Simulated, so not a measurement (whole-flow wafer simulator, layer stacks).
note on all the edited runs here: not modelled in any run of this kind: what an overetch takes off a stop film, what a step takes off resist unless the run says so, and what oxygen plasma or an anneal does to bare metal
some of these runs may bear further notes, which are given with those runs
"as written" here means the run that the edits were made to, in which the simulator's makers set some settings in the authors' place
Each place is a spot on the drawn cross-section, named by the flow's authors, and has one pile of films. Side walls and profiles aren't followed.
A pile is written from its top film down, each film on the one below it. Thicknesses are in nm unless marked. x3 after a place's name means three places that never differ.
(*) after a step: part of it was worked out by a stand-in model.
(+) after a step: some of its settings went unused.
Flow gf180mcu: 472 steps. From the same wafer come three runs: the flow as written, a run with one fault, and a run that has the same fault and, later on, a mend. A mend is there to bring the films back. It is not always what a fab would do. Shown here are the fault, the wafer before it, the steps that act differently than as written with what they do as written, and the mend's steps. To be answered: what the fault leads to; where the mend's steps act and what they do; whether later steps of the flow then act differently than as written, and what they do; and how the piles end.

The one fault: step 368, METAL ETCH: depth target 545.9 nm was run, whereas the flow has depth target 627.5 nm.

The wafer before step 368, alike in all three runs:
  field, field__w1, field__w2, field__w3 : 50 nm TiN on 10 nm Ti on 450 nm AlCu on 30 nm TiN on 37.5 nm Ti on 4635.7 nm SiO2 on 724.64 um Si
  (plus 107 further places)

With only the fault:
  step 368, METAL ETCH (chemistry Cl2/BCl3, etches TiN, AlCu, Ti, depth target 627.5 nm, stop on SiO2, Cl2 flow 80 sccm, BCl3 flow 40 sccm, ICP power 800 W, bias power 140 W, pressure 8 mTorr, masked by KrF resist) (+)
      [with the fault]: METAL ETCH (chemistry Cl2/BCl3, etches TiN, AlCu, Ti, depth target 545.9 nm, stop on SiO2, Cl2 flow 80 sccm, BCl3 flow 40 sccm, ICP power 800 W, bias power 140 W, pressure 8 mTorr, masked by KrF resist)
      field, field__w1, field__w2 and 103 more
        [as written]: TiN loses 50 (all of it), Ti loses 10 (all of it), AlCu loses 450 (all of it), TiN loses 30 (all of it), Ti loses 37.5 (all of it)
        [with the fault]: TiN loses 50 (all of it), Ti loses 10 (all of it), AlCu loses 450 (all of it), TiN loses 30 (all of it), Ti loses 5.9
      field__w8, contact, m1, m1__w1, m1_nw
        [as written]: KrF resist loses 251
        [with the fault]: KrF resist loses 218.4
  Later steps of the flow acting differently than as written:
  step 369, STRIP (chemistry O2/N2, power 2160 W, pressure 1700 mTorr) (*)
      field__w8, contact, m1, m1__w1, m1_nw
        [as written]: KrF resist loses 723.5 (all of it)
        [with the fault]: KrF resist loses 756.2 (all of it)
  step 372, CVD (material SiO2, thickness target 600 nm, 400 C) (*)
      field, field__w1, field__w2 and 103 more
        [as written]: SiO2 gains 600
        [with the fault]: SiO2 gains 600 (new film)
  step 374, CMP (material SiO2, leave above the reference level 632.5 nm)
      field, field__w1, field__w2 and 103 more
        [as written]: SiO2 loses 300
        [with the fault]: SiO2 loses 331.6
  By the end, the piles at field, field__w1, field__w2 and 104 more depart from the flow's by more than 2% or 0.5 nm, whichever is larger.
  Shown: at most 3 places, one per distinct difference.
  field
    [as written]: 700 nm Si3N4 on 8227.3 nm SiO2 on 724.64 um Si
    [with the fault]: 700 nm Si3N4 on 3560 nm SiO2 on 31.6 nm Ti on 4635.7 nm SiO2 on 724.64 um Si
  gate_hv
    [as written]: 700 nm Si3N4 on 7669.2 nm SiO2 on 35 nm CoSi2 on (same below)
    [with the fault]: 700 nm Si3N4 on 3560 nm SiO2 on 31.6 nm Ti on 4077.6 nm SiO2 on 35 nm CoSi2 on (same below)
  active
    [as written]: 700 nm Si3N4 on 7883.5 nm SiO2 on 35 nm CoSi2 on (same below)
    [with the fault]: 700 nm Si3N4 on 3560 nm SiO2 on 31.6 nm Ti on 4291.9 nm SiO2 on 35 nm CoSi2 on (same below)

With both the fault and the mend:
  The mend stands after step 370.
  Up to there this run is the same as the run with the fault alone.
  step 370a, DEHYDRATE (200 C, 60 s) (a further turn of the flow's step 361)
      does not change any film at any place that is followed
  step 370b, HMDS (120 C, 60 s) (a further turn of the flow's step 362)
      does not change any film at any place that is followed
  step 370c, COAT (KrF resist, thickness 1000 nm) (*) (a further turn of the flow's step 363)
      iso_ptap_pw, iso_ntap_nw, iso_nw_fld and 33 more
        KrF resist gains 1000 (new film)
      field__w7, field__w11, field__w13 and 10 more
        KrF resist gains 1003.5 (new film)
      field_sub__w4, ld_sd_p, ld_gate_p, ld_acc_p, ld_fp_p, ld_drift_p, ld_drn_p, ld_body_p_dnw
        KrF resist gains 1003.1 (new film)
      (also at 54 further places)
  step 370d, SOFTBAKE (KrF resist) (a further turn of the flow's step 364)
      does not change any film at any place that is followed
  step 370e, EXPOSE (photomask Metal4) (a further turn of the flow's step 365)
      does not change any film at any place that is followed
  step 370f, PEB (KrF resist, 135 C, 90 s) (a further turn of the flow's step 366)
      field__w1, field__w2, field__w3 and 55 more
        KrF resist loses 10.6
      iso_ptap_pw, iso_ntap_nw, iso_nw_fld and 33 more
        KrF resist loses 10.5
      gate_hv, sd_p, nw_enc_fld_lv__w3, polyc_n, polyc_n_rim
        KrF resist loses 10.7
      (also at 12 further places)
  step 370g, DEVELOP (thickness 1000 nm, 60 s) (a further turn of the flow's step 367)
      iso_ptap_pw, iso_ntap_nw, iso_nw_fld and 33 more
        KrF resist loses 989.5 (all of it)
      field__w11, field__w13, p_well and 8 more
        KrF resist loses 992.9 (all of it)
      field__w2, field__w3, field__w7 and 6 more
        KrF resist loses 993 (all of it)
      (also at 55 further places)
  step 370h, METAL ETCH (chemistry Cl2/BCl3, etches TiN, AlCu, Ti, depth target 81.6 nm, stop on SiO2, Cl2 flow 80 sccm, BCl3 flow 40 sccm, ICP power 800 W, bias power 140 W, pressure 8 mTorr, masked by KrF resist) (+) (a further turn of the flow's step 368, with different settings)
      field, field__w1, field__w2 and 103 more
        Ti loses 31.6 (all of it)
      field__w8, contact, m1, m1__w1, m1_nw
        KrF resist loses 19
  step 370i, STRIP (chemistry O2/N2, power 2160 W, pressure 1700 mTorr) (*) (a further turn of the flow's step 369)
      field__w8
        KrF resist loses 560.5 (all of it)
      contact
        KrF resist loses 558.4 (all of it)
      m1
        KrF resist loses 561.8 (all of it)
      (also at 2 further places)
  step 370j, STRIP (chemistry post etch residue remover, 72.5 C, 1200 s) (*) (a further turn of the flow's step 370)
      field__w8, contact, m1, m1__w1, m1_nw
        TiN loses 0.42
  Every later step of the flow that is run acts as written, at every place that is followed, to within 2% or 0.5 nm, whichever is larger.
  The piles end only slightly different from the flow's at the places that both follow, by no more than 2% or 0.5 nm, whichever is larger.
